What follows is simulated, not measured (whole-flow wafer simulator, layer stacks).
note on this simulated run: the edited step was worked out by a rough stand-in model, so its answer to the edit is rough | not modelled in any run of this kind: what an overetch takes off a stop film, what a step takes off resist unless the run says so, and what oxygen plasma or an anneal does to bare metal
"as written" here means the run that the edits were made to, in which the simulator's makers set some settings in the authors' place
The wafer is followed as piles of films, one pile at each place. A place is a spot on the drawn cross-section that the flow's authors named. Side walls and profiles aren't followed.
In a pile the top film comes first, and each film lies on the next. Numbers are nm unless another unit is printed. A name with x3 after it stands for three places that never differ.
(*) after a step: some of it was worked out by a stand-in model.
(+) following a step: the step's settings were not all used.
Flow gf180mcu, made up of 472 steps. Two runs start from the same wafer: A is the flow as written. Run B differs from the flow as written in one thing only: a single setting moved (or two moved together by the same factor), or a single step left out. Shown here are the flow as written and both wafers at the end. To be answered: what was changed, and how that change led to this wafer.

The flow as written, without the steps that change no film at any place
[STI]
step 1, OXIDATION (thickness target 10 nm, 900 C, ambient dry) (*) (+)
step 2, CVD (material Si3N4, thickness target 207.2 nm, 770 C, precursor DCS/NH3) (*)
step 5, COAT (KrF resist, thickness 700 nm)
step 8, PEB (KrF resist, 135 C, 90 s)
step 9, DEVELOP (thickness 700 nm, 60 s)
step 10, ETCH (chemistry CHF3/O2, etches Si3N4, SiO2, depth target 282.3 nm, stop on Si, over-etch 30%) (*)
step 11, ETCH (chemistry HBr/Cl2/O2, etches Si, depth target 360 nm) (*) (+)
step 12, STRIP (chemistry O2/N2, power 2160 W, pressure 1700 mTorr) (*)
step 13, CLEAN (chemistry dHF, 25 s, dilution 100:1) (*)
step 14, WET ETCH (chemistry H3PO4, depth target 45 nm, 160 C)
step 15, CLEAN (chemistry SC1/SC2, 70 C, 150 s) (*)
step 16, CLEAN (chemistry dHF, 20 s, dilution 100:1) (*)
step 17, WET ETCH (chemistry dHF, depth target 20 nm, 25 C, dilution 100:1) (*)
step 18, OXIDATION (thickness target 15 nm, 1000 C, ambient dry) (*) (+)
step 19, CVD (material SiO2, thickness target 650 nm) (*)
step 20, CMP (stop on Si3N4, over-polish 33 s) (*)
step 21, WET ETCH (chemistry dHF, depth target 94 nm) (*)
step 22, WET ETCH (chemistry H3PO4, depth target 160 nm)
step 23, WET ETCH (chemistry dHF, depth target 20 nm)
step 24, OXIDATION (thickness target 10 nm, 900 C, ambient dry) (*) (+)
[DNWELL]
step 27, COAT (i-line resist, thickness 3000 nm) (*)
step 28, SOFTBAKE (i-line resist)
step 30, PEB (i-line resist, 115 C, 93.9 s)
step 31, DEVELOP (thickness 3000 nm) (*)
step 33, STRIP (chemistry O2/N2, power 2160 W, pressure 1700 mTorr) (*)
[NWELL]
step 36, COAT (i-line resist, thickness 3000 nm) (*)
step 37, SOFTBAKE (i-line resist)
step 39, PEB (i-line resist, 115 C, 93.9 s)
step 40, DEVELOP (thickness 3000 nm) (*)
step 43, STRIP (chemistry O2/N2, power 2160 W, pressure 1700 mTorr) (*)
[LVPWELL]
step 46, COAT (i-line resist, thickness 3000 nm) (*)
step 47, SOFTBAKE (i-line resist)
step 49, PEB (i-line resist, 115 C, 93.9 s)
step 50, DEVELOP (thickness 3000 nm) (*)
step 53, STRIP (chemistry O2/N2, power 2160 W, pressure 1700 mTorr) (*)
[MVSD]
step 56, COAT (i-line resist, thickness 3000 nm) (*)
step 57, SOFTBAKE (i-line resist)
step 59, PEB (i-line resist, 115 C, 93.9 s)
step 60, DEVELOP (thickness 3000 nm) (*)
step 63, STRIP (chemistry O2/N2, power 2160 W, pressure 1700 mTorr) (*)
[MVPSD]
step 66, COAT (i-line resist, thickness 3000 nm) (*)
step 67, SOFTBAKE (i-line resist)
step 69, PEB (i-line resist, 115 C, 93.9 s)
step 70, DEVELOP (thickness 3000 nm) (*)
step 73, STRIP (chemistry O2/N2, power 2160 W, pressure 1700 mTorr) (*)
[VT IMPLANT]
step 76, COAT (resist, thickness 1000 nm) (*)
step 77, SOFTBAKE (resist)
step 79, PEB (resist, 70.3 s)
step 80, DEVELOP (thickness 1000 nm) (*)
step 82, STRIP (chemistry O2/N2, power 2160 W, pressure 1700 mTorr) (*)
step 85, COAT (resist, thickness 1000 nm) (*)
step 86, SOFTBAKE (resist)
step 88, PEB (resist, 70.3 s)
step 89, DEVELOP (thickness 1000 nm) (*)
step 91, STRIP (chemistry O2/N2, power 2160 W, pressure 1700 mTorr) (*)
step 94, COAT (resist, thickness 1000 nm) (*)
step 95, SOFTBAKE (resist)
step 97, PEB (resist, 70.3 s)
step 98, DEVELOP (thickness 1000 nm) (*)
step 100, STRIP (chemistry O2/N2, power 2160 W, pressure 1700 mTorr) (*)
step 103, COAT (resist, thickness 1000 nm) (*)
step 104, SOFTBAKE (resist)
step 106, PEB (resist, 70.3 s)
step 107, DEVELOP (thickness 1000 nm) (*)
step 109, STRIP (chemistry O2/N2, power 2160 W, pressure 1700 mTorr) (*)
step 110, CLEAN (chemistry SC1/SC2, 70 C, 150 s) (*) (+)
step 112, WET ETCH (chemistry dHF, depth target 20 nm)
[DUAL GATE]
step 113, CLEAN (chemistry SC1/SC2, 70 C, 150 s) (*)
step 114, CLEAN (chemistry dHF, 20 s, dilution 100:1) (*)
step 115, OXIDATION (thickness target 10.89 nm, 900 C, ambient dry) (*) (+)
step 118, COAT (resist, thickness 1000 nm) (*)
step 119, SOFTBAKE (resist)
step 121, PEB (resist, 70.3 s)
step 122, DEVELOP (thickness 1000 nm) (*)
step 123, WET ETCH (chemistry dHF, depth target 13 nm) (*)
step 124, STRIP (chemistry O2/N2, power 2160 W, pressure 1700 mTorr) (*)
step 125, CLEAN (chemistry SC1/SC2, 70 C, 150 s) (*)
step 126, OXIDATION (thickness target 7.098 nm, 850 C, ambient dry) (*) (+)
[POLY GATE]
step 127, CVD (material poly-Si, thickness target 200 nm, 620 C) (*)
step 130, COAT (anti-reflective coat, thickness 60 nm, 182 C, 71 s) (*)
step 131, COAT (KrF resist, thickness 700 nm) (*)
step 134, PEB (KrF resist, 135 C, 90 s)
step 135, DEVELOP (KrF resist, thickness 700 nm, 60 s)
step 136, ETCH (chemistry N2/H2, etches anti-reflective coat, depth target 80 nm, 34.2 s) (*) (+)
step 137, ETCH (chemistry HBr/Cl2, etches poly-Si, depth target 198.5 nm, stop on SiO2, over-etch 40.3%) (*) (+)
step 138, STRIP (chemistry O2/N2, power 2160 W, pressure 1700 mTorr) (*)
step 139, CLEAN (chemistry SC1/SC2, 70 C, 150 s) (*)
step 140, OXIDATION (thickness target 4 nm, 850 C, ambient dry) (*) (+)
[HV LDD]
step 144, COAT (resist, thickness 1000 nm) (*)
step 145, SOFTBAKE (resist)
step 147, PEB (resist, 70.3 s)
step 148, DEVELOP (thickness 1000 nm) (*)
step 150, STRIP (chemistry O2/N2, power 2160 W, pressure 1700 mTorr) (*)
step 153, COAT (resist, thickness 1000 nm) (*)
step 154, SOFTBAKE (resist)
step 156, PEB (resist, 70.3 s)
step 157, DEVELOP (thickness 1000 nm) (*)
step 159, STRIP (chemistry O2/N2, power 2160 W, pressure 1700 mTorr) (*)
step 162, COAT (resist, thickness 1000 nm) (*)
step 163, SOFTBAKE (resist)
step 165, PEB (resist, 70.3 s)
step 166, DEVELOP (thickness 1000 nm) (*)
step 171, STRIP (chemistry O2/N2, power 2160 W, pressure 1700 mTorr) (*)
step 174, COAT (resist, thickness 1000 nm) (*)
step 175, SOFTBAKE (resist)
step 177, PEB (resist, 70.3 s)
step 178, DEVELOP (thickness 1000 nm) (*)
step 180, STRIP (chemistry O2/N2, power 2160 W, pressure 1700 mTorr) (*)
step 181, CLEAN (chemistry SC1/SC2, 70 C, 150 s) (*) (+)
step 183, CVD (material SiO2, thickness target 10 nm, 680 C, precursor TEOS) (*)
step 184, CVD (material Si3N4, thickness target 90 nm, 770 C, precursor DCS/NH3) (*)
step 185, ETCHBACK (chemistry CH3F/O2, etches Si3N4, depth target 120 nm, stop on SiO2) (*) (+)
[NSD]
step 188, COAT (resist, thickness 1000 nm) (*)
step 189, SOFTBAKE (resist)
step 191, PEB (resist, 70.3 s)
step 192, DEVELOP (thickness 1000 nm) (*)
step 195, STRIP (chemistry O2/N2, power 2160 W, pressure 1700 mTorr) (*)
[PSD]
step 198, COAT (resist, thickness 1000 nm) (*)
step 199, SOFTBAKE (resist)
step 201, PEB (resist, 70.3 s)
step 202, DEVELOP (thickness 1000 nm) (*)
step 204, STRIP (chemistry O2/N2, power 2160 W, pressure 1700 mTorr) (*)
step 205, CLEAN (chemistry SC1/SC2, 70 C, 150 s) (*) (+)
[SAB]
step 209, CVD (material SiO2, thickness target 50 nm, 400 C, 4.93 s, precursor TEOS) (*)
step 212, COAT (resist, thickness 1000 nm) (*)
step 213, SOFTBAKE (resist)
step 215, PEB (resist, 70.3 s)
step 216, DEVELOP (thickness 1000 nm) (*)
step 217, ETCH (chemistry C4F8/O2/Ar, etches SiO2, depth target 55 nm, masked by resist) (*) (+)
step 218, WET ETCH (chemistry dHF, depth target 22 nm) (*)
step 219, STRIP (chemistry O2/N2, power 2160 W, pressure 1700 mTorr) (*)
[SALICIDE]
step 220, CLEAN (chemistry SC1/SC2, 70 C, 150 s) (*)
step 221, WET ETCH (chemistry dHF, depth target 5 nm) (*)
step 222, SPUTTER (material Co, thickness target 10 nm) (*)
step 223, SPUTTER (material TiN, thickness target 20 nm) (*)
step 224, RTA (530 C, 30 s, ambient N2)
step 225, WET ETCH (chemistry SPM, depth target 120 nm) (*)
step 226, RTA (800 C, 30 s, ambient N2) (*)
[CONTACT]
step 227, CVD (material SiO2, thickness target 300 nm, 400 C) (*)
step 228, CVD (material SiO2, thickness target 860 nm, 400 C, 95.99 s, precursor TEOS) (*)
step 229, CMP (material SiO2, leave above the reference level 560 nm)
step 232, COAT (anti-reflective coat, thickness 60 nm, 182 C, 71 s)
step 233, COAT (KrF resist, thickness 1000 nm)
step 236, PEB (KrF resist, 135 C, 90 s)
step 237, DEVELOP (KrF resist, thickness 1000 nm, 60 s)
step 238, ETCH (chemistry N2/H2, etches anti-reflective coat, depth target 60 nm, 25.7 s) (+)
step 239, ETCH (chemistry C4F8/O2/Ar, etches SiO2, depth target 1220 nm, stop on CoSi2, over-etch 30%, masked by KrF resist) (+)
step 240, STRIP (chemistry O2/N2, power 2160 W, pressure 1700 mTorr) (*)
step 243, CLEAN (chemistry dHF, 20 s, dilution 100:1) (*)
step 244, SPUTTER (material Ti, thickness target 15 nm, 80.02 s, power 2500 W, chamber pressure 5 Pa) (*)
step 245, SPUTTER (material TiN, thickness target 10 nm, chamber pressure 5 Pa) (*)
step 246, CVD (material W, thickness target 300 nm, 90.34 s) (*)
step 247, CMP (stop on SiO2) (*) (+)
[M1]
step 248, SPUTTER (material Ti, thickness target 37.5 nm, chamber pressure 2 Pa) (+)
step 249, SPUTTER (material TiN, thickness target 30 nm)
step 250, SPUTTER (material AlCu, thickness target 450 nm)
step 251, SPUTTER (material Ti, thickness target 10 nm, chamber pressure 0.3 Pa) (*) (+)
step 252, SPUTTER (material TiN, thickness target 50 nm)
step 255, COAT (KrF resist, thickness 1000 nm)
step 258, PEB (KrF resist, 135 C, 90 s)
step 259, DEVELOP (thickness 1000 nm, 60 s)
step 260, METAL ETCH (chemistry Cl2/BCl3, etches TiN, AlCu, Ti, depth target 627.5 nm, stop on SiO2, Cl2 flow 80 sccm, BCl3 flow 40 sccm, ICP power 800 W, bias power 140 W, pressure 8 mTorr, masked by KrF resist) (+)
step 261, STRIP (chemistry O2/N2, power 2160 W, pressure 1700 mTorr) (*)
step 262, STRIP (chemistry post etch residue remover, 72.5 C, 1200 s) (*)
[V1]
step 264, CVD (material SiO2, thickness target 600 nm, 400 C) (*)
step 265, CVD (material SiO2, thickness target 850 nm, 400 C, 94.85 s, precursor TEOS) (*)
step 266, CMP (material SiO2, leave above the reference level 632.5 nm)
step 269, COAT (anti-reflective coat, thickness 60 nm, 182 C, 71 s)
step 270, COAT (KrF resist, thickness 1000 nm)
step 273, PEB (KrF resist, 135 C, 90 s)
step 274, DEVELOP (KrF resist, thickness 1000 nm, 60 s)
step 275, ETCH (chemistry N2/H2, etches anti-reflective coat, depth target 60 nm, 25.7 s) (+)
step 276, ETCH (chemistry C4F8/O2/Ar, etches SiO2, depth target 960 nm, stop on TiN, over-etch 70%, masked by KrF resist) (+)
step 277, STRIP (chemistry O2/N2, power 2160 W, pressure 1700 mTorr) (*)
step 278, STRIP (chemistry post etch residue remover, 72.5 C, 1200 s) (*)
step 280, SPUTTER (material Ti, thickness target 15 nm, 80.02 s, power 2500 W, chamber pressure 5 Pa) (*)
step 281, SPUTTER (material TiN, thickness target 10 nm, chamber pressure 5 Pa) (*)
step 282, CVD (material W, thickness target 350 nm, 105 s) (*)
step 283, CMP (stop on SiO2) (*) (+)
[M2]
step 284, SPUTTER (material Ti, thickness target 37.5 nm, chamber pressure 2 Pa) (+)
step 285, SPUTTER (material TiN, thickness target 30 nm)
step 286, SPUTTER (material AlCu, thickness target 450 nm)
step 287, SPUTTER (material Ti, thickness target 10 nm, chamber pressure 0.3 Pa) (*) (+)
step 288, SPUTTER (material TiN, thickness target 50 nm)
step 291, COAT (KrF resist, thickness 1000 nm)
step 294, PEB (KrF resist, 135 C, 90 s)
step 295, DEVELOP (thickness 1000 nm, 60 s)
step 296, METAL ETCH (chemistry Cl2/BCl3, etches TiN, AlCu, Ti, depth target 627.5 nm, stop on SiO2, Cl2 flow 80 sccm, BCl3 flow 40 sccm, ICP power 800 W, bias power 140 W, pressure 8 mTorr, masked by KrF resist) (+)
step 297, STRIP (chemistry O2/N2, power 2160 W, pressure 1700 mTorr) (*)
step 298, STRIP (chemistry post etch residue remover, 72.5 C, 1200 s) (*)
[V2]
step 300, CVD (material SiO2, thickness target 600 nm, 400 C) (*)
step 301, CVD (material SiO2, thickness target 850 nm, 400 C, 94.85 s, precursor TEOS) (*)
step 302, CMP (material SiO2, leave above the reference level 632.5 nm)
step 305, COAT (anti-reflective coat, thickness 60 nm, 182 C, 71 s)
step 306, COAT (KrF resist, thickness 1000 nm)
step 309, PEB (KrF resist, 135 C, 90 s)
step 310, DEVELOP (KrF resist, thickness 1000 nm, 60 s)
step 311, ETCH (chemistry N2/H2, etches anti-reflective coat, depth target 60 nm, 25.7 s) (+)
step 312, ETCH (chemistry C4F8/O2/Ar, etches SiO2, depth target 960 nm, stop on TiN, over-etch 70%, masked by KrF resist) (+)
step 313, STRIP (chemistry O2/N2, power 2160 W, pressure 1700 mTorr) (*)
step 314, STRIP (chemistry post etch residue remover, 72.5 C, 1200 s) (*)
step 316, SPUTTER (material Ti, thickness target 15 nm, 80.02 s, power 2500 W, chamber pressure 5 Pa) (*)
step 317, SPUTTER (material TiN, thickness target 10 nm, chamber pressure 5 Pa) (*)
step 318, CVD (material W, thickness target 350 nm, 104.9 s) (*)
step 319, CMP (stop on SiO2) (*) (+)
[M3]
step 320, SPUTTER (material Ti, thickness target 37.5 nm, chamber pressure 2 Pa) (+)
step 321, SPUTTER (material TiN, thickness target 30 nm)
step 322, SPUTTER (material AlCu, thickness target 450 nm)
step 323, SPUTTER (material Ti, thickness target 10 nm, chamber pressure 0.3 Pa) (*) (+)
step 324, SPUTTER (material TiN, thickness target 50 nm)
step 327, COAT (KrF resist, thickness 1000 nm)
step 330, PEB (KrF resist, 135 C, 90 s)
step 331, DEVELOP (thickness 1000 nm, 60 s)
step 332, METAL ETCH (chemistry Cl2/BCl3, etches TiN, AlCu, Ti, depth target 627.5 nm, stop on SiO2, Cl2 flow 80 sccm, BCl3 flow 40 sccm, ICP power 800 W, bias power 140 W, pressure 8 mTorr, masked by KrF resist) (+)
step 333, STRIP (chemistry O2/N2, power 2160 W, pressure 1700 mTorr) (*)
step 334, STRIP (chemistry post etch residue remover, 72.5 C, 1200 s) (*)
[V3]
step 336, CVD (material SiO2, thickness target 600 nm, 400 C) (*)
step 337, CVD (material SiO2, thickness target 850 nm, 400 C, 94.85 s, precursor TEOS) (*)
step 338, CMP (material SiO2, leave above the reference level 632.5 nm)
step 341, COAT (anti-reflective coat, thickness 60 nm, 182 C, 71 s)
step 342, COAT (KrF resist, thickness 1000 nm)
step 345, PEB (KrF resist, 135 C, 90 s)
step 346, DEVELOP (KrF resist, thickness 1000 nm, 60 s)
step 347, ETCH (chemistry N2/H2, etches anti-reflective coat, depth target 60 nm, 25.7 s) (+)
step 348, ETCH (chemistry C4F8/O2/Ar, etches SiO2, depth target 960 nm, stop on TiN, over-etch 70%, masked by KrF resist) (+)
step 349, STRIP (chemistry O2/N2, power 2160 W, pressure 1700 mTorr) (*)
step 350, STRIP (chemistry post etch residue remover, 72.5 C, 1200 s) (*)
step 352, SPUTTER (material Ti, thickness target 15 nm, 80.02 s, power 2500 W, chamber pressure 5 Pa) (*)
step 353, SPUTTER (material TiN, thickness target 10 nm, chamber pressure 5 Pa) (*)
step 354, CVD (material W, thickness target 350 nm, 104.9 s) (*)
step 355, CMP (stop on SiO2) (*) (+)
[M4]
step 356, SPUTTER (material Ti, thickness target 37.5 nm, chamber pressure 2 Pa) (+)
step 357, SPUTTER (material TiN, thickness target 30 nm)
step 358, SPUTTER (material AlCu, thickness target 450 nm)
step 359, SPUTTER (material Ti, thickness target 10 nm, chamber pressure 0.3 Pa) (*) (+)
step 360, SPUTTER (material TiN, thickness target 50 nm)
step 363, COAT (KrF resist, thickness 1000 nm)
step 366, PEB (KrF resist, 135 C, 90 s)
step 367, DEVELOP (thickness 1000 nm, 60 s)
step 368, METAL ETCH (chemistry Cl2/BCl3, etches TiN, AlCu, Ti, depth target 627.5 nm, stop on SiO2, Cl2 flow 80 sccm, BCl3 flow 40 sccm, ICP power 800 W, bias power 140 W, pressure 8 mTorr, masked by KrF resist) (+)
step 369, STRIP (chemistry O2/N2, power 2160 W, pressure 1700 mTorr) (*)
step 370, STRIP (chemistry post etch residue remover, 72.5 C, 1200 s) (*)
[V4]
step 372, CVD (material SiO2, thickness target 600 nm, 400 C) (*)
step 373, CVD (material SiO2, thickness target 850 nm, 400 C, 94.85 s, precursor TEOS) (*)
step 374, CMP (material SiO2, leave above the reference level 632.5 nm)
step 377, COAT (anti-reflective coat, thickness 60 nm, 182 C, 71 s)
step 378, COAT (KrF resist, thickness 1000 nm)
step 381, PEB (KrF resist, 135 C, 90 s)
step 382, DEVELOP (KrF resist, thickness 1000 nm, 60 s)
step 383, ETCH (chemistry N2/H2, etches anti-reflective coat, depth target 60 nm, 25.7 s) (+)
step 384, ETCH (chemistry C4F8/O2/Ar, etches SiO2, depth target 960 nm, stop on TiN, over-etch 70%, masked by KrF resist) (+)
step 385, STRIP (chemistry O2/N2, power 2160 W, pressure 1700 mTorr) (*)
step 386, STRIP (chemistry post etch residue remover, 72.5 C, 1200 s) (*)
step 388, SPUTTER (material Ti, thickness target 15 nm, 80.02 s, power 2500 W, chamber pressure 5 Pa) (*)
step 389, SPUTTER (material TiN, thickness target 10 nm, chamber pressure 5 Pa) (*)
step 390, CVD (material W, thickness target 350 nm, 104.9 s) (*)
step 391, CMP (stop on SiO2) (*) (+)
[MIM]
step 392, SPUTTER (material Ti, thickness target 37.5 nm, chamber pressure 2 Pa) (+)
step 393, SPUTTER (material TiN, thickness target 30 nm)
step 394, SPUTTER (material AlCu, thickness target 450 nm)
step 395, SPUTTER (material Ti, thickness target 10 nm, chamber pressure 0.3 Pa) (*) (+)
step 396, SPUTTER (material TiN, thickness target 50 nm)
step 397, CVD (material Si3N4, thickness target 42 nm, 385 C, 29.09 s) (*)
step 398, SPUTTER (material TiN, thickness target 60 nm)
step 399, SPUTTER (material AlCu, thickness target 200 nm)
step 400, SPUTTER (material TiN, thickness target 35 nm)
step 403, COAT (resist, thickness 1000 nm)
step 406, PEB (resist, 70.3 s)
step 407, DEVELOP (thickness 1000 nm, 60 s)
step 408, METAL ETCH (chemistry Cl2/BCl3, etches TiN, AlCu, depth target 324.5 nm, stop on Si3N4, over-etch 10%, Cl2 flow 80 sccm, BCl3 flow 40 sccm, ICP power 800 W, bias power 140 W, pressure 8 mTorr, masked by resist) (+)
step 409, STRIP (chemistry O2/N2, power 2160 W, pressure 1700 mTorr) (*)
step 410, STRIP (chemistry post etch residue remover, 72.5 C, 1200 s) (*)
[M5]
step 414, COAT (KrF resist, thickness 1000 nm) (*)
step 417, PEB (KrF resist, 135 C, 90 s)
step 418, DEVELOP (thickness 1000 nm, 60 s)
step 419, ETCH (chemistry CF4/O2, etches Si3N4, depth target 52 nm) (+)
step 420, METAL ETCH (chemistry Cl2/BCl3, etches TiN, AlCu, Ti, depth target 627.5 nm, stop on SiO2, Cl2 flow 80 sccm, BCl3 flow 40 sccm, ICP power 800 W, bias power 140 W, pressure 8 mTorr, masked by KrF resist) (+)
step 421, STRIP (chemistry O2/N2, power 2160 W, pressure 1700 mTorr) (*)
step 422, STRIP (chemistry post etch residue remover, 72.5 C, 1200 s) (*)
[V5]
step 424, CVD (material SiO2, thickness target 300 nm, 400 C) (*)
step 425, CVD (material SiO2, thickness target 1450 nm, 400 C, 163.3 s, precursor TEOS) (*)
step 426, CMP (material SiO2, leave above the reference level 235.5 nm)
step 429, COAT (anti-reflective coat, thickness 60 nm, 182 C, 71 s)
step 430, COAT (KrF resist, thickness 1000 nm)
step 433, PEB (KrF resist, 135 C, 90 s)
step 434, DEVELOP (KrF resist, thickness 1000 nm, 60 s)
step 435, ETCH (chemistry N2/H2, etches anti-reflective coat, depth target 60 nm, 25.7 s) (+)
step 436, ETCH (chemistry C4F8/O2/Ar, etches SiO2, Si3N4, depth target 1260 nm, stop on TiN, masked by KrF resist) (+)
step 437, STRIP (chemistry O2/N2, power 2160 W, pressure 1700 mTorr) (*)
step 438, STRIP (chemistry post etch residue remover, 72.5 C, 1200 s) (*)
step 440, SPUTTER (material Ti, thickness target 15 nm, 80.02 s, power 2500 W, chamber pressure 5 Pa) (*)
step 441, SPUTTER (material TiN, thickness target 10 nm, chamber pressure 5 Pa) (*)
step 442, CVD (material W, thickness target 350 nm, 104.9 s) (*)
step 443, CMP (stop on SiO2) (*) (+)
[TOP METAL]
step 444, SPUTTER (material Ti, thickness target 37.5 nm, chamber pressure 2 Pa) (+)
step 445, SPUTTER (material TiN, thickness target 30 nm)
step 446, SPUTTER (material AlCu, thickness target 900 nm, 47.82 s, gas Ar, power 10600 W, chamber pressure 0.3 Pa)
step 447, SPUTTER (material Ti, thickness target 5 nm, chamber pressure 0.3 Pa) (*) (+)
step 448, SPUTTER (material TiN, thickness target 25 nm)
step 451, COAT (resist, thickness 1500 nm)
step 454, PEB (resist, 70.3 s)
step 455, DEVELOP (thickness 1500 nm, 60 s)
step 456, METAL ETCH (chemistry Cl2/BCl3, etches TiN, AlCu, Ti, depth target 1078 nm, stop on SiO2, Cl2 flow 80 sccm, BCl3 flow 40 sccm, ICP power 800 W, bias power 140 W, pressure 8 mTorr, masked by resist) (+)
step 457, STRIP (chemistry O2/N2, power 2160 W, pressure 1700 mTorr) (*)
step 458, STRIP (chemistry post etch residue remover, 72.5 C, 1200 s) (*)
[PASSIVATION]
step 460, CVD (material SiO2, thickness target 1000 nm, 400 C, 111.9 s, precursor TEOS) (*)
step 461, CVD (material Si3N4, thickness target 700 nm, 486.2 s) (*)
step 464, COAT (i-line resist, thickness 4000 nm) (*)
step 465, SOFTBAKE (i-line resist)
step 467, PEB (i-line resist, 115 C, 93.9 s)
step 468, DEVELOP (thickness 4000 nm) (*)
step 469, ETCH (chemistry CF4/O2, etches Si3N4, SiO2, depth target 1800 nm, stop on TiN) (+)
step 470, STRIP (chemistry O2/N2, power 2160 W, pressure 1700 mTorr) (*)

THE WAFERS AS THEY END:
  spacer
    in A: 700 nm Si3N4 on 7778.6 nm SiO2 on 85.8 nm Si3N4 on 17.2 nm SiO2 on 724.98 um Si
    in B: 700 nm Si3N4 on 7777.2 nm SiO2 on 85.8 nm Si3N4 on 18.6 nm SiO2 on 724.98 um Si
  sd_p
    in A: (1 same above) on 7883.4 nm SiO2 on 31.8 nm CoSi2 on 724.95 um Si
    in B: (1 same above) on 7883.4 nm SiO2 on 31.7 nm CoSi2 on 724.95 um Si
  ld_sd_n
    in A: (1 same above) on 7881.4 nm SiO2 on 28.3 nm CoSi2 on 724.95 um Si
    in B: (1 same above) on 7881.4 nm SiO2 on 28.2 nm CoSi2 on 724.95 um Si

The reason: step 183, CVD: thickness target 11.4 nm was run, though the flow has thickness target 10 nm.

How this came from the change, step by step:
  step 183, CVD (material SiO2, thickness target 10 nm, 680 C, precursor TEOS) (*)
      field, field__w1, field__w2 and 99 more: A +10 SiO2 | B +11.4 SiO2
      ld_drift_p: A +9.87 SiO2 | B +11.3 SiO2
      (as well as at 1 more place)
  step 189, SOFTBAKE (resist)
      field__w9: A +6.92 resist | B -3.07 resist
      nw_enc_fld_lv__w3: A +2.11 resist | B -1.6 resist
  step 199, SOFTBAKE (resist)
      field__w9: A +6.92 resist | B -3.07 resist
      nw_enc_fld_lv__w3: A +2.11 resist | B -1.6 resist
  step 218, WET ETCH (chemistry dHF, depth target 22 nm) (*)
      gate, gate_hv, gate_p and 23 more: A -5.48 SiO2 (all of it) | B -6.88 SiO2 (all of it)
      active, p_well, sd_n, iso_ptap_pw, iso_ntap_nw, iso_ptap_sub, vpnp_e: A -9.01 SiO2 (all of it) | B -10.4 SiO2 (all of it)
      (as well as at 16 more places)
